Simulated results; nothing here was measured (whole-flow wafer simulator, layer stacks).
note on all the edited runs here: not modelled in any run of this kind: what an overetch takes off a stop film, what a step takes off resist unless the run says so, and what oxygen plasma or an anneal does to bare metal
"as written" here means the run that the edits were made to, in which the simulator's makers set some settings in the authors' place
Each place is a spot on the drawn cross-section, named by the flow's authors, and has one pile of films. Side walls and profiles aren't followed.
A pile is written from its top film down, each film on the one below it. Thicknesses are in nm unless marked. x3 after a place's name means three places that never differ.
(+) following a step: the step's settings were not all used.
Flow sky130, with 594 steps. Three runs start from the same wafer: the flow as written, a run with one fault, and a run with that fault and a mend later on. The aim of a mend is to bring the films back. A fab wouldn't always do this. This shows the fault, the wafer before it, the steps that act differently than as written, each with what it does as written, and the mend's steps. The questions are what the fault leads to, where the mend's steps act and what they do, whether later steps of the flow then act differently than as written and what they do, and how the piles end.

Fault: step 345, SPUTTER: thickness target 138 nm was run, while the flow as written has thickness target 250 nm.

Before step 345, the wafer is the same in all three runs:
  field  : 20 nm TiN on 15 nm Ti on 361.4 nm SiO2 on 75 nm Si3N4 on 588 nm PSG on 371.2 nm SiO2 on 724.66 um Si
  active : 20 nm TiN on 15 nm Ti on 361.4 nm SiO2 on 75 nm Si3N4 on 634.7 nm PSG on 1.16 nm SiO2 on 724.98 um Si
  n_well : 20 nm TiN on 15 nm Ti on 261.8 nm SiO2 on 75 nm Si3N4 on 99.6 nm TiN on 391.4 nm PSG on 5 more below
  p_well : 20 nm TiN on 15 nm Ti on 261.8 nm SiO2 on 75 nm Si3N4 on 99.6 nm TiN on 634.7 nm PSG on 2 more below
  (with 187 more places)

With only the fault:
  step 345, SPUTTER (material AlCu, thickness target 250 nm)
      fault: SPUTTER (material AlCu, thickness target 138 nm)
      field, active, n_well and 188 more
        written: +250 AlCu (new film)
        fault: +138 AlCu (new film)
  Steps further on in the flow that do not act as written (8 more steps, not shown, differ only slightly: by at most 2% or 0.5 nm, whichever is larger):
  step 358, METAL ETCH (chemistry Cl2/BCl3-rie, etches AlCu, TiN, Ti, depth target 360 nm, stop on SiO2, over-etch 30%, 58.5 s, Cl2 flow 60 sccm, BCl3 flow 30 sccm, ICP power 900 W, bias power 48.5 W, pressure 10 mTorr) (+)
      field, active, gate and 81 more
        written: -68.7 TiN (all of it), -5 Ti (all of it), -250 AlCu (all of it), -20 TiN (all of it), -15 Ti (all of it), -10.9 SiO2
        fault: -68.7 TiN (all of it), -5 Ti (all of it), -138 AlCu (all of it), -20 TiN (all of it), -15 Ti (all of it), -22.1 SiO2
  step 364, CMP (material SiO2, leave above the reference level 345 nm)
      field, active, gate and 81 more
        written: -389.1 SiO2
        fault: -489.9 SiO2
  The piles end different from the flow's at field, active, n_well and 190 more by more than 2% or 0.5 nm, whichever is larger.
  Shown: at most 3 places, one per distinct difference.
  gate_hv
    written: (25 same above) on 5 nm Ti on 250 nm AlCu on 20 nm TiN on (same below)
    fault: (25 same above) on 5 nm Ti on 138 nm AlCu on 20 nm TiN on (same below)
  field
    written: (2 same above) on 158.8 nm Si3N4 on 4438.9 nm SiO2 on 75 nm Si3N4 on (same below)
    fault: (2 same above) on 158.8 nm Si3N4 on 4326.9 nm SiO2 on 75 nm Si3N4 on (same below)
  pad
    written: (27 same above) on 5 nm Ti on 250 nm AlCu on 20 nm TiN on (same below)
    fault: (27 same above) on 5 nm Ti on 138 nm AlCu on 20 nm TiN on (same below)

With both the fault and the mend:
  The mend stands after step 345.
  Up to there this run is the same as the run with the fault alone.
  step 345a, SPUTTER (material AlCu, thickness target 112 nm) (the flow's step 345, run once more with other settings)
      field, active, n_well and 188 more
        +112 AlCu
  Every later step of the flow that is run acts as written at every place that is followed.
  At every place that both follow, the piles at the end match the flow's.
